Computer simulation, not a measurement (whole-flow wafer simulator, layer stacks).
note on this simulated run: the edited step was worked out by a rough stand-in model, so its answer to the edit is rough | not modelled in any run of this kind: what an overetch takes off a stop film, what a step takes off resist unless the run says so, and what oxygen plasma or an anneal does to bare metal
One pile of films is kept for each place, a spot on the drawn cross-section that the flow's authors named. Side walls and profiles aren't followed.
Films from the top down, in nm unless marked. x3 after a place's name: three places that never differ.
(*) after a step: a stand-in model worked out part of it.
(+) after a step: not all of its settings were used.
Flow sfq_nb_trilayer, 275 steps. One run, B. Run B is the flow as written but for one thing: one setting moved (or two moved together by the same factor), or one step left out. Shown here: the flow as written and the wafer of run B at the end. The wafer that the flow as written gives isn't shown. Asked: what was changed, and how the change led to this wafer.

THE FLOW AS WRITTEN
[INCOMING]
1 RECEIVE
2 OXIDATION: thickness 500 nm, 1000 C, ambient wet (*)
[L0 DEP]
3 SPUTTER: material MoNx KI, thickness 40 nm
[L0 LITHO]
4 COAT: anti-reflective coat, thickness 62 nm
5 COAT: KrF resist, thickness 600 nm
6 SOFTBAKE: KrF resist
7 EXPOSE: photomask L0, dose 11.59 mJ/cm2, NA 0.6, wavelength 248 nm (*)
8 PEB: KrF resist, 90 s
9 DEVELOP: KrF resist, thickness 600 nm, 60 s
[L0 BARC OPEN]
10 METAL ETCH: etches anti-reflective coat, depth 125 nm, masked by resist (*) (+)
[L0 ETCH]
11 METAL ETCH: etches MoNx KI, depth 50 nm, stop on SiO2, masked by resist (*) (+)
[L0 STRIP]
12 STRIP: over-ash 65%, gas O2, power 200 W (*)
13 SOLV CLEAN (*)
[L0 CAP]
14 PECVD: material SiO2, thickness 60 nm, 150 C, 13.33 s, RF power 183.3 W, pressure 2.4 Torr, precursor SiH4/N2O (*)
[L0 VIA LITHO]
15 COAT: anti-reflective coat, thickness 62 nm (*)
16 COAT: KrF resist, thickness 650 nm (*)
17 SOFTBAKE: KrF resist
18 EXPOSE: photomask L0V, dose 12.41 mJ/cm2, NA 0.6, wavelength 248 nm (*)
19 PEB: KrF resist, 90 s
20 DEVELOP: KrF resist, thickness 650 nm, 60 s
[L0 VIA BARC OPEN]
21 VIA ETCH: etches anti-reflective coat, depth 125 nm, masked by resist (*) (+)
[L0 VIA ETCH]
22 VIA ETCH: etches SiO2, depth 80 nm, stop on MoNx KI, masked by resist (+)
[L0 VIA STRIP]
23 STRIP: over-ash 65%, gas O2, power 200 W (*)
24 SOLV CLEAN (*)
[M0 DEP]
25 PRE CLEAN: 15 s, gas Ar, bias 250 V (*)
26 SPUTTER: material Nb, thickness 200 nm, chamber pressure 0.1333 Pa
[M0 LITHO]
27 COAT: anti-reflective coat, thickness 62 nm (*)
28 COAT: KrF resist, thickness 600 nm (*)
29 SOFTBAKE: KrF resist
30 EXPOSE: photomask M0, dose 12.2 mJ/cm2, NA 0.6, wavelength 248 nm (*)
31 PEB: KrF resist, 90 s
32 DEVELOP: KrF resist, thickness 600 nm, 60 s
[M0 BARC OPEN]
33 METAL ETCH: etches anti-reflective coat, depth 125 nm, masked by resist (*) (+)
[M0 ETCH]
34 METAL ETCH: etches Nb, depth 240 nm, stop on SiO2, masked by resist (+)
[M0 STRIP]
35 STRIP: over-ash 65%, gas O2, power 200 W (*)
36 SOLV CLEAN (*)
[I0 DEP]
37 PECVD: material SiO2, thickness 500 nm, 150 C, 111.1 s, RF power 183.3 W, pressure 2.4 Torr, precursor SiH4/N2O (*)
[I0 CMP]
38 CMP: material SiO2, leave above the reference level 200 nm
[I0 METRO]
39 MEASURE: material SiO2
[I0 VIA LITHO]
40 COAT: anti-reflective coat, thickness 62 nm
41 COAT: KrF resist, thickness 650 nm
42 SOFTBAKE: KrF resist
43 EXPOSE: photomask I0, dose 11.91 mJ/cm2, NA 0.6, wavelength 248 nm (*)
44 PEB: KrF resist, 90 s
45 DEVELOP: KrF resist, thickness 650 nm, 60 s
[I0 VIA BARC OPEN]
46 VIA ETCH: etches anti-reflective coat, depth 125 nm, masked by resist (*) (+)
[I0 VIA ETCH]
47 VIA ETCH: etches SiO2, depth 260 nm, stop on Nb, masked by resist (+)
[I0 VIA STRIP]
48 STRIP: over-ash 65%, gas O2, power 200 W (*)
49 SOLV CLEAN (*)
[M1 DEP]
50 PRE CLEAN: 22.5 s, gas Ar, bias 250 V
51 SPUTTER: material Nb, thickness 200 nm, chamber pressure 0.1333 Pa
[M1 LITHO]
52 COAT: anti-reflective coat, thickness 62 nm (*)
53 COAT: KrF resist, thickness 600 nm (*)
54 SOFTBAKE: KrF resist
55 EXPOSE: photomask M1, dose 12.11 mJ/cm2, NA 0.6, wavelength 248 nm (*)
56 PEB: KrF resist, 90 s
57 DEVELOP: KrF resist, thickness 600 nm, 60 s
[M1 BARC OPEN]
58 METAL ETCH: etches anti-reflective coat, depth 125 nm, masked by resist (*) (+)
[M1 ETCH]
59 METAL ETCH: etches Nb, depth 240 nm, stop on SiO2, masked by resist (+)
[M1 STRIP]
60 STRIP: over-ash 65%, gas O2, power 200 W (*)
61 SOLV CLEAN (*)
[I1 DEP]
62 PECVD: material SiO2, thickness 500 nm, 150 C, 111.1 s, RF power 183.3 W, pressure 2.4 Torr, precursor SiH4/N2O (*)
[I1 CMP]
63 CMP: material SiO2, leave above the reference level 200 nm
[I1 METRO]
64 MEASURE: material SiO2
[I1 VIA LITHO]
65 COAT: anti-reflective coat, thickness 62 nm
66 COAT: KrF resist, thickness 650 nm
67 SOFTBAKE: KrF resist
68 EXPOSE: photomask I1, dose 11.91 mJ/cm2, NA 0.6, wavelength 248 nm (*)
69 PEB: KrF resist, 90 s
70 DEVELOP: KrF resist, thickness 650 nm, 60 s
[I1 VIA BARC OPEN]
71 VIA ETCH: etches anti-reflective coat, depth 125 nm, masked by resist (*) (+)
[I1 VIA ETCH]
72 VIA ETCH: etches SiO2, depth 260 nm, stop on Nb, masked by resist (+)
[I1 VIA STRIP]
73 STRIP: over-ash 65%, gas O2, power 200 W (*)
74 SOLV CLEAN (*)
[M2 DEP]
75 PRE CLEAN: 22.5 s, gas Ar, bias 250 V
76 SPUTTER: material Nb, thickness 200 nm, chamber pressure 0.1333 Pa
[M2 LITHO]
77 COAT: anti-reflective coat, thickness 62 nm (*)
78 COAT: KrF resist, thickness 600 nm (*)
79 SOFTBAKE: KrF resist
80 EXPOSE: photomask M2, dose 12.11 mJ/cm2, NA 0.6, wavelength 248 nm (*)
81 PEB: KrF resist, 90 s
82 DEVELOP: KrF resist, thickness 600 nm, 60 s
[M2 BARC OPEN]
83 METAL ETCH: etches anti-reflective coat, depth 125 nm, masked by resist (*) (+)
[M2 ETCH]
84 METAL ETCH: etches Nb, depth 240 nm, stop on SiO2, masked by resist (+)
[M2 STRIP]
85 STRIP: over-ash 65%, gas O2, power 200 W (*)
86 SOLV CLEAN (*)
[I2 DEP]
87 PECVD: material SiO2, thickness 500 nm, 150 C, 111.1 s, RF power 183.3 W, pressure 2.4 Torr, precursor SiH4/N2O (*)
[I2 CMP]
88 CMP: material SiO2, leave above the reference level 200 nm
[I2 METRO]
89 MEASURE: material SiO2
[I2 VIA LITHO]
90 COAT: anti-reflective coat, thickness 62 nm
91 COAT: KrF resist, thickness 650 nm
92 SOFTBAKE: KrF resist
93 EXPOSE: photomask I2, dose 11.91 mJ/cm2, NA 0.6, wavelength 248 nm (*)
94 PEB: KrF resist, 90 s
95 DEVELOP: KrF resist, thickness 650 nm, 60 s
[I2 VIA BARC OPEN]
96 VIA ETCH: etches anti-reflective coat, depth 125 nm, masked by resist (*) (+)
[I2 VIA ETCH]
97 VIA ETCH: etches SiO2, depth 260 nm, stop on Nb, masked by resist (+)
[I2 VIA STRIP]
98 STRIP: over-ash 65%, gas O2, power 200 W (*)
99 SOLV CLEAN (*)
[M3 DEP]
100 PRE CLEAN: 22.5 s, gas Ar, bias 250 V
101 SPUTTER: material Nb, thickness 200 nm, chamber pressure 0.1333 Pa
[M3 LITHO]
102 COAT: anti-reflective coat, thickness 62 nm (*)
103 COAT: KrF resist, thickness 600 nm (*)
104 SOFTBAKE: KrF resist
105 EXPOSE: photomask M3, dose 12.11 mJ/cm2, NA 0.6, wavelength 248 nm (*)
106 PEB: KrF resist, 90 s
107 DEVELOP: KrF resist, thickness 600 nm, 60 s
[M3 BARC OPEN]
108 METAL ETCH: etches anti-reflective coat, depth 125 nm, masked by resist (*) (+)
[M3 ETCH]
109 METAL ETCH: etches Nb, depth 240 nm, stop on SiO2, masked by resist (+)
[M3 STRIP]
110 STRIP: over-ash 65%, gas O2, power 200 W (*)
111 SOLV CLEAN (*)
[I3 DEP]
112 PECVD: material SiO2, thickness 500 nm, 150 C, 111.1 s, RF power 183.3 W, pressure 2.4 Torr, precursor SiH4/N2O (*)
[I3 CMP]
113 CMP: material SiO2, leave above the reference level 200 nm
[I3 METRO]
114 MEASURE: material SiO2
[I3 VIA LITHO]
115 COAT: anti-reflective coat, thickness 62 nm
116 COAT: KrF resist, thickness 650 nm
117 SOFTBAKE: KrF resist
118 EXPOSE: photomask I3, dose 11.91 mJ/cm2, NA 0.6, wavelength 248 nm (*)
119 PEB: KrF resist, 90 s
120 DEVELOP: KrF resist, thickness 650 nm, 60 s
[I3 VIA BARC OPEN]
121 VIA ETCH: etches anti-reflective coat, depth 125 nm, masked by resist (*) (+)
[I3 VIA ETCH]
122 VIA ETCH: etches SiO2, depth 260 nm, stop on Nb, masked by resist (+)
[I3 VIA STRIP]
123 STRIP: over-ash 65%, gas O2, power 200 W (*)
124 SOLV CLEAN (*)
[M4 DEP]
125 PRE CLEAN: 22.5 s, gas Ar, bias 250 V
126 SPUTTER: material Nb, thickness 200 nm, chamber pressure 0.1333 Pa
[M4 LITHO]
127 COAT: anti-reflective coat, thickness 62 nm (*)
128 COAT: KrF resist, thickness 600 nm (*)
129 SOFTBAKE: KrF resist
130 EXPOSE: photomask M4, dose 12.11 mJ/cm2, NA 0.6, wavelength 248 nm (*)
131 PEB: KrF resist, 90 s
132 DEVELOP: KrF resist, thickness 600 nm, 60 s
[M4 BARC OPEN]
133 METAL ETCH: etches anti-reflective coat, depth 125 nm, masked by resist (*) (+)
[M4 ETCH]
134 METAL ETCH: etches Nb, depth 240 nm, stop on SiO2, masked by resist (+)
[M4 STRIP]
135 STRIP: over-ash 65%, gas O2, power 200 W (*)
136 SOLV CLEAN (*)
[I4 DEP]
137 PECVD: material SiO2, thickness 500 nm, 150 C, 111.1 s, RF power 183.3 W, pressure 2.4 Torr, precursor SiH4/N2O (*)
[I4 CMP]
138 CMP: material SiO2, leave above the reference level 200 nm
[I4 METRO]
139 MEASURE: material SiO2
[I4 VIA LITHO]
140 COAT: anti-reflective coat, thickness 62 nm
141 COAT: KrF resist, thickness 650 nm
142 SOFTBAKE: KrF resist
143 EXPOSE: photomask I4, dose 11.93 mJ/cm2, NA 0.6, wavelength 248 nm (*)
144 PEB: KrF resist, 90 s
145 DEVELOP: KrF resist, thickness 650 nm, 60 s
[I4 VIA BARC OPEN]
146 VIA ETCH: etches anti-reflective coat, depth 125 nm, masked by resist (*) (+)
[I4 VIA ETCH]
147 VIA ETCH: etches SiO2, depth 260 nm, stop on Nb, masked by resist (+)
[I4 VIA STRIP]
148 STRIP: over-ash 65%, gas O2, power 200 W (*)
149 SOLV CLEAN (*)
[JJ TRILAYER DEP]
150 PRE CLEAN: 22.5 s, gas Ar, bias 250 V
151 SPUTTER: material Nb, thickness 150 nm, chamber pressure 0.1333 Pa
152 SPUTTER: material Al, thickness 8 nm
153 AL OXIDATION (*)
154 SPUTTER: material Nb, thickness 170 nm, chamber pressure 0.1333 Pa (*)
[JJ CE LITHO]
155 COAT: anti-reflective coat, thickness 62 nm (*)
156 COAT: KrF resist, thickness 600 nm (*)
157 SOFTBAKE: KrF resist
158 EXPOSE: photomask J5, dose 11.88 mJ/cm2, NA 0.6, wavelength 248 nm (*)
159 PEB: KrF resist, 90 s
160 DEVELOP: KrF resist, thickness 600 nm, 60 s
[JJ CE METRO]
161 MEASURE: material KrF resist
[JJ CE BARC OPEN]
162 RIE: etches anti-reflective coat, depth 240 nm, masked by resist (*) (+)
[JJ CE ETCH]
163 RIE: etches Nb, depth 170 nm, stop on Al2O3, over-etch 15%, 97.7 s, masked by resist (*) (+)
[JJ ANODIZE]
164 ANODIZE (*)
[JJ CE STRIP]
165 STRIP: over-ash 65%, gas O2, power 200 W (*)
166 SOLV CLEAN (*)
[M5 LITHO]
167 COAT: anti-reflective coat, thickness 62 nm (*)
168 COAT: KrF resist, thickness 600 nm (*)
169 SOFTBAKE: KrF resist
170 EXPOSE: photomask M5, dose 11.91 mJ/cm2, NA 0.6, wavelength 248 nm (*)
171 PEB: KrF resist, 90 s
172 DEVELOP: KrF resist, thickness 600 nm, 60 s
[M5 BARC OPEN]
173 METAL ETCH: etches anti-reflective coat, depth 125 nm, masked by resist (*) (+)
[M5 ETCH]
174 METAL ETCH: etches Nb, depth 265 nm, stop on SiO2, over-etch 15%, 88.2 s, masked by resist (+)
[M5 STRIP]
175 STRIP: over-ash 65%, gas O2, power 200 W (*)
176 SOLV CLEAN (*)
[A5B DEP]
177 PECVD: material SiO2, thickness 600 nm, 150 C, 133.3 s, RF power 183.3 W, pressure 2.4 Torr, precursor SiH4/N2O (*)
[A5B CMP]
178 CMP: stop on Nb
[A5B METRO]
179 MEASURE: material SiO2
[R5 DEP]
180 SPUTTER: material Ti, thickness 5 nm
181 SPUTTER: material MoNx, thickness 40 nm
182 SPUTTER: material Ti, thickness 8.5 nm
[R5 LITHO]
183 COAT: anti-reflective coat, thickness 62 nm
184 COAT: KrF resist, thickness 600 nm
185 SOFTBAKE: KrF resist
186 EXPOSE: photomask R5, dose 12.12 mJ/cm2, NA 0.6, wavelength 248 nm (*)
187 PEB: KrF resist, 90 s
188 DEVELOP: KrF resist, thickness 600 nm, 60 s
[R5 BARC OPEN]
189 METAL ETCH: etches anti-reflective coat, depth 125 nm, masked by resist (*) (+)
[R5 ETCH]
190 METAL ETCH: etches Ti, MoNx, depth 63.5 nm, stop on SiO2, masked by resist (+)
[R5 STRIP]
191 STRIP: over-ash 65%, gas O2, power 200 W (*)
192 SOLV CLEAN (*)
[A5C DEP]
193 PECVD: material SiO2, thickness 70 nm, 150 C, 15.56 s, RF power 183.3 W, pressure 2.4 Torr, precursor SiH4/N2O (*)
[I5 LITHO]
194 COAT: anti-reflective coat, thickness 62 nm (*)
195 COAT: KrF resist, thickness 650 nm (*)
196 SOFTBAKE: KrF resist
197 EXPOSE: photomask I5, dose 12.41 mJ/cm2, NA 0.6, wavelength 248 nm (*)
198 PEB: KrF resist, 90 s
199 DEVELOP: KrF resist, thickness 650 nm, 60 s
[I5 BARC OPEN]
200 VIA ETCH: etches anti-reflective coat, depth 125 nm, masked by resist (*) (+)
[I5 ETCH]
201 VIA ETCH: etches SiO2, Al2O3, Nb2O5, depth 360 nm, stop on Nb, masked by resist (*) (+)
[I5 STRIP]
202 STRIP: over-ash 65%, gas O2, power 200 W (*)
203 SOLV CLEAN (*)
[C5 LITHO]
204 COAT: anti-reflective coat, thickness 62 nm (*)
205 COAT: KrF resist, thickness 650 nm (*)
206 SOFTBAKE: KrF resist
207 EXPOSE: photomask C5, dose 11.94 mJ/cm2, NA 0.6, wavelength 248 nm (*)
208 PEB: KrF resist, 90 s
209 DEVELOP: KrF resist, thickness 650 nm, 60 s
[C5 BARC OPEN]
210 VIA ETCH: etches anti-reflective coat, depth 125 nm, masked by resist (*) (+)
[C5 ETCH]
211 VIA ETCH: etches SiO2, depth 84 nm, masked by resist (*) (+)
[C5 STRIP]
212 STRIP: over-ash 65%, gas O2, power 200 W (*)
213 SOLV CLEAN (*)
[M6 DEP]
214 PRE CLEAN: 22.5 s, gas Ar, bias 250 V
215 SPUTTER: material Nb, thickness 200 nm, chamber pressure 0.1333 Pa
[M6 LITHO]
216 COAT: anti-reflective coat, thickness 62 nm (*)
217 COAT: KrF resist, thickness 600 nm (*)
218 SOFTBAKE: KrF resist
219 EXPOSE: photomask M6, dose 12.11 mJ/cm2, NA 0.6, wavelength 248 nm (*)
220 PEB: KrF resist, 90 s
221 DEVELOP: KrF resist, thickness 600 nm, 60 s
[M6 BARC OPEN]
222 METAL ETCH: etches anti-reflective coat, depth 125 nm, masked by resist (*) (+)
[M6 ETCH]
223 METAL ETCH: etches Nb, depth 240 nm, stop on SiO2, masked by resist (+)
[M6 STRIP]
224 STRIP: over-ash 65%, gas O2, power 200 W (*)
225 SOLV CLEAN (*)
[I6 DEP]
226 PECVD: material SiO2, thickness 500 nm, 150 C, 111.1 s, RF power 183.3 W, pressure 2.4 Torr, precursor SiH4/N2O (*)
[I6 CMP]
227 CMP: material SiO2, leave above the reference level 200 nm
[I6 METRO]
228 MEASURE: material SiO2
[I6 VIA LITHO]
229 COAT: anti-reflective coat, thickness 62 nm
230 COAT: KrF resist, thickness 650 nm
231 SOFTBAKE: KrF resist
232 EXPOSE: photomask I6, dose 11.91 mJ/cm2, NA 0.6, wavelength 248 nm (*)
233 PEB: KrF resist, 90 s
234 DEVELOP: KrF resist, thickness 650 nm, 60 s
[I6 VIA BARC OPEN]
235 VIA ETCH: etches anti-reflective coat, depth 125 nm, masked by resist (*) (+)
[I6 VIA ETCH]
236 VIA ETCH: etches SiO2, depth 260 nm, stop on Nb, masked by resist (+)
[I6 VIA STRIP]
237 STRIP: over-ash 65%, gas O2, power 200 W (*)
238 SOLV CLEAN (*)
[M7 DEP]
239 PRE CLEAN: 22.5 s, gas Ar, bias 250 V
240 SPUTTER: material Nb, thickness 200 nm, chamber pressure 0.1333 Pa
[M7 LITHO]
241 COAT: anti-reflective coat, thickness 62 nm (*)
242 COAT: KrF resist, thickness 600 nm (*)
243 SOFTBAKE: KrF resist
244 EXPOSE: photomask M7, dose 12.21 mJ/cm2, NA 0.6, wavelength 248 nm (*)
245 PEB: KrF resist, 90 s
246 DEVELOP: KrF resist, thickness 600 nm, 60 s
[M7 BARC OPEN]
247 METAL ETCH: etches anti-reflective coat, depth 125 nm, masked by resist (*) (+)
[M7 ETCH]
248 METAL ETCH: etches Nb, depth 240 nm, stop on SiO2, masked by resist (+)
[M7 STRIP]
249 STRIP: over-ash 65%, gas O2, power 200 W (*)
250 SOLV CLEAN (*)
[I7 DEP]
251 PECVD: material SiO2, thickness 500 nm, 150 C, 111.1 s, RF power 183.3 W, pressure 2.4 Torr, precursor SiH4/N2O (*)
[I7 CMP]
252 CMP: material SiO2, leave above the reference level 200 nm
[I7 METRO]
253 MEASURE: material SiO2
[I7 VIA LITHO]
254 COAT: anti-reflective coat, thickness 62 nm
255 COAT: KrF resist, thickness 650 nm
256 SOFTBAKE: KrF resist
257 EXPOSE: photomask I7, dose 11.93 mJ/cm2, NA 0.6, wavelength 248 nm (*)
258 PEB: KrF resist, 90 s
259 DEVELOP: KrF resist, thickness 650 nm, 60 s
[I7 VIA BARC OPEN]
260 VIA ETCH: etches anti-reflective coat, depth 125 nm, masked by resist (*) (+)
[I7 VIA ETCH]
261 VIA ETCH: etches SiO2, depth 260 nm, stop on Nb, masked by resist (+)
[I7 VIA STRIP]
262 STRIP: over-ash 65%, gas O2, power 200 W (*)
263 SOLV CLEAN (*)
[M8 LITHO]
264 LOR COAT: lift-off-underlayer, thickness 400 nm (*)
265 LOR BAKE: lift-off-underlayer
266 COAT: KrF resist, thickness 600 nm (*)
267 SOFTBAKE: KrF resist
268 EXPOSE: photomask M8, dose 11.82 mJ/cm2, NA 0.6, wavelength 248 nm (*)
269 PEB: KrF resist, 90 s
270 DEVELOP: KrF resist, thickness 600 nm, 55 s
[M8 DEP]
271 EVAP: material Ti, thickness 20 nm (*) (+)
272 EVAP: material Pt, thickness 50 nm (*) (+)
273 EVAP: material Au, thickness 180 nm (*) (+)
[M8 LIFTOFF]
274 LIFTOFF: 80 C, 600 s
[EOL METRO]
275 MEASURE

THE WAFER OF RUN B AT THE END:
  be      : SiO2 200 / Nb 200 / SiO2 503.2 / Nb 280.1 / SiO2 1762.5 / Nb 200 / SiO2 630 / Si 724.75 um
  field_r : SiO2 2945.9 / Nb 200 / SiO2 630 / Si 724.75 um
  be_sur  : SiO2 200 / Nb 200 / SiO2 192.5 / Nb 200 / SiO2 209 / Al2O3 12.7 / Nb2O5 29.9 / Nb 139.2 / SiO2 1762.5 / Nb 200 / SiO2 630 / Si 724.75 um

The cause: step 2, OXIDATION: thickness 575 nm was run, where the flow has thickness 500 nm.

How the change led to this, step by step:
  2 OXIDATION: thickness 500 nm, 1000 C, ambient wet (*)
      field_l, v_sur, via_wl and 103 more: SiO2 +575 (new film), chemical SiO2 -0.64 (all of it), Si -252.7 (as written it would be: SiO2 +500 (new film), chemical SiO2 -0.64 (all of it), Si -219.7)
